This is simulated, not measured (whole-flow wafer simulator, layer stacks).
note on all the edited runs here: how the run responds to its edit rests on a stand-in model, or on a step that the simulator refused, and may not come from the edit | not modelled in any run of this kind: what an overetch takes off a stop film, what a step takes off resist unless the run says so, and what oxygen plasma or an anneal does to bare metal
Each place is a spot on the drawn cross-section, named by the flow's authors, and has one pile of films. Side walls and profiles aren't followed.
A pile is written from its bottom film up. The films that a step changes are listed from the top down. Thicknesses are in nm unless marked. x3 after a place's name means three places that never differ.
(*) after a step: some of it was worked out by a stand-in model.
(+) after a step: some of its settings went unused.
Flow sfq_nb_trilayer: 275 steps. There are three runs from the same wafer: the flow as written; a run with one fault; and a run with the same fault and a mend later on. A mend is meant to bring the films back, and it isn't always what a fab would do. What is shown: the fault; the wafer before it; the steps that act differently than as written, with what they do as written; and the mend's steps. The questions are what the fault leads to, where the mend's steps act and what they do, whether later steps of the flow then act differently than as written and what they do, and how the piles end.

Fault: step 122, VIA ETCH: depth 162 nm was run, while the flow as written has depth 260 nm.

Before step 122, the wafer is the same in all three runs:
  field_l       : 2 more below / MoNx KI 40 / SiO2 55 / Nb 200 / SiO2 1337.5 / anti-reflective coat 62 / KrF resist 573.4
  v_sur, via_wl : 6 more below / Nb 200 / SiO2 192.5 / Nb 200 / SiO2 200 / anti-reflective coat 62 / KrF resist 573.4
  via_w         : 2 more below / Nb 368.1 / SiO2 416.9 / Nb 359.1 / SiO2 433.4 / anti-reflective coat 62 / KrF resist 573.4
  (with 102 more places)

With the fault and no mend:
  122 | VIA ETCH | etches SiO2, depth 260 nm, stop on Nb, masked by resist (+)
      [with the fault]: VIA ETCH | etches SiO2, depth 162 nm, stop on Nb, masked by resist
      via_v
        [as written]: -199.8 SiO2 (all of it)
        [with the fault]: -162 SiO2
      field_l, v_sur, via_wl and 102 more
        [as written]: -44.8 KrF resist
        [with the fault]: -27.9 KrF resist
  Steps later in the flow that act otherwise than as written (3 other steps are not shown; they differ only slightly, by no more than 2% or 0.5 nm, whichever is larger):
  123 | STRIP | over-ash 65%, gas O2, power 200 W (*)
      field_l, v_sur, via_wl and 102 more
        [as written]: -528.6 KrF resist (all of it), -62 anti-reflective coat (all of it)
        [with the fault]: -545.5 KrF resist (all of it), -62 anti-reflective coat (all of it)
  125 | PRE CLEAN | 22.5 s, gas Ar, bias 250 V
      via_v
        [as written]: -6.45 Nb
        [with the fault]: -7.5 SiO2
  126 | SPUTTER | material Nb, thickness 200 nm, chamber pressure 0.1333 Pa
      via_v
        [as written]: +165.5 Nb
        [with the fault]: +173.6 Nb (new film)
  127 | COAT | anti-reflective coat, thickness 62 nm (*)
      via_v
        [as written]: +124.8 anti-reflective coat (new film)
        [with the fault]: +115 anti-reflective coat (new film)
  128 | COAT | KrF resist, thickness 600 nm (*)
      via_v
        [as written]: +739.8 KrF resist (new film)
        [with the fault]: +710.4 KrF resist (new film)
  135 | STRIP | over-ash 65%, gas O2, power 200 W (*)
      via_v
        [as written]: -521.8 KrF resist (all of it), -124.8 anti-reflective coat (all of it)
        [with the fault]: -492.6 KrF resist (all of it), -115 anti-reflective coat (all of it)
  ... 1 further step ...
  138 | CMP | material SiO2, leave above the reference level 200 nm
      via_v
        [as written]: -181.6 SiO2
        [with the fault]: -157.1 SiO2
  The piles end different from the flow's at via_v by more than 2% or 0.5 nm, whichever is larger.
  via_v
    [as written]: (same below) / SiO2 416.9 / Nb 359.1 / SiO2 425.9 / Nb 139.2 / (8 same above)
    [with the fault]: (same below) / SiO2 416.9 / Nb 200 / SiO2 30.3 / Nb 173.6 / SiO2 381.1 / Nb 139.2 / (8 same above)

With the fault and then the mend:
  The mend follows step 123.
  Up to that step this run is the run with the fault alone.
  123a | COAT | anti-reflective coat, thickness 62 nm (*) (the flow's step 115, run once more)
      p4_fl x3, p4_w1 x9, p4_g1 x2 and 63 more
        +62 anti-reflective coat (new film)
      res, r_end, moat and 8 more
        +61.8 anti-reflective coat (new film)
      ce_r, sp_r, be_r, r_sur
        +61.7 anti-reflective coat (new film)
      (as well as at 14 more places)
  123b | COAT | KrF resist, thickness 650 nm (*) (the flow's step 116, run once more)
      p4_fl x3, p4_w1 x9, p4_g1 x2 and 63 more
        +650 KrF resist (new film)
      moat, field_r, lsp_l, ln_m5, lsp_m, l0_sur, l0v
        +649.6 KrF resist (new film)
      ce_r, sp_r
        +649.2 KrF resist (new film)
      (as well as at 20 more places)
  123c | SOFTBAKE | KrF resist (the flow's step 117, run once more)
      alters no film at any place that is followed
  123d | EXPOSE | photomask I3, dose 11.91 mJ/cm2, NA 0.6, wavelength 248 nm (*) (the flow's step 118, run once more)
      alters no film at any place that is followed
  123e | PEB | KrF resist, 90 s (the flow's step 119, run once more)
      c5j, ce_r, sp_r and 90 more
        -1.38 KrF resist
      field_l, v_sur, via_wl and 7 more
        -1.37 KrF resist
      via_wr, be
        -1.36 KrF resist
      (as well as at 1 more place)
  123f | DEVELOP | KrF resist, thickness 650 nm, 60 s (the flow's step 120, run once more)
      field_l, v_sur, via_wl and 102 more
        -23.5 KrF resist
      via_v
        -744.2 KrF resist (all of it)
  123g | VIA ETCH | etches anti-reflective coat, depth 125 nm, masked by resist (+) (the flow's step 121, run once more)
      field_l, v_sur, via_wl and 102 more
        -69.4 KrF resist
      via_v
        -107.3 anti-reflective coat (all of it)
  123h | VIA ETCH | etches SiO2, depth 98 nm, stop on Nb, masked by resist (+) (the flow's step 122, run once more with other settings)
      field_l, v_sur, via_wl and 102 more
        -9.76 KrF resist
      via_v
        -37.8 SiO2 (all of it)
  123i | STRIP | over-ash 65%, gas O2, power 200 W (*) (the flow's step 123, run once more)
      p4_fl x3, p4_w1 x9, p4_g1 x2 and 63 more
        -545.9 KrF resist (all of it), -62 anti-reflective coat (all of it)
      moat, field_r, lsp_l and 6 more
        -545.5 KrF resist (all of it), -61.8 anti-reflective coat (all of it)
      ce_r, sp_r
        -545.1 KrF resist (all of it), -61.7 anti-reflective coat (all of it)
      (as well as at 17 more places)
  Later steps of the flow that are run all act as written at every place that is followed.
  By the end, the piles equal the flow's at every place that both follow.
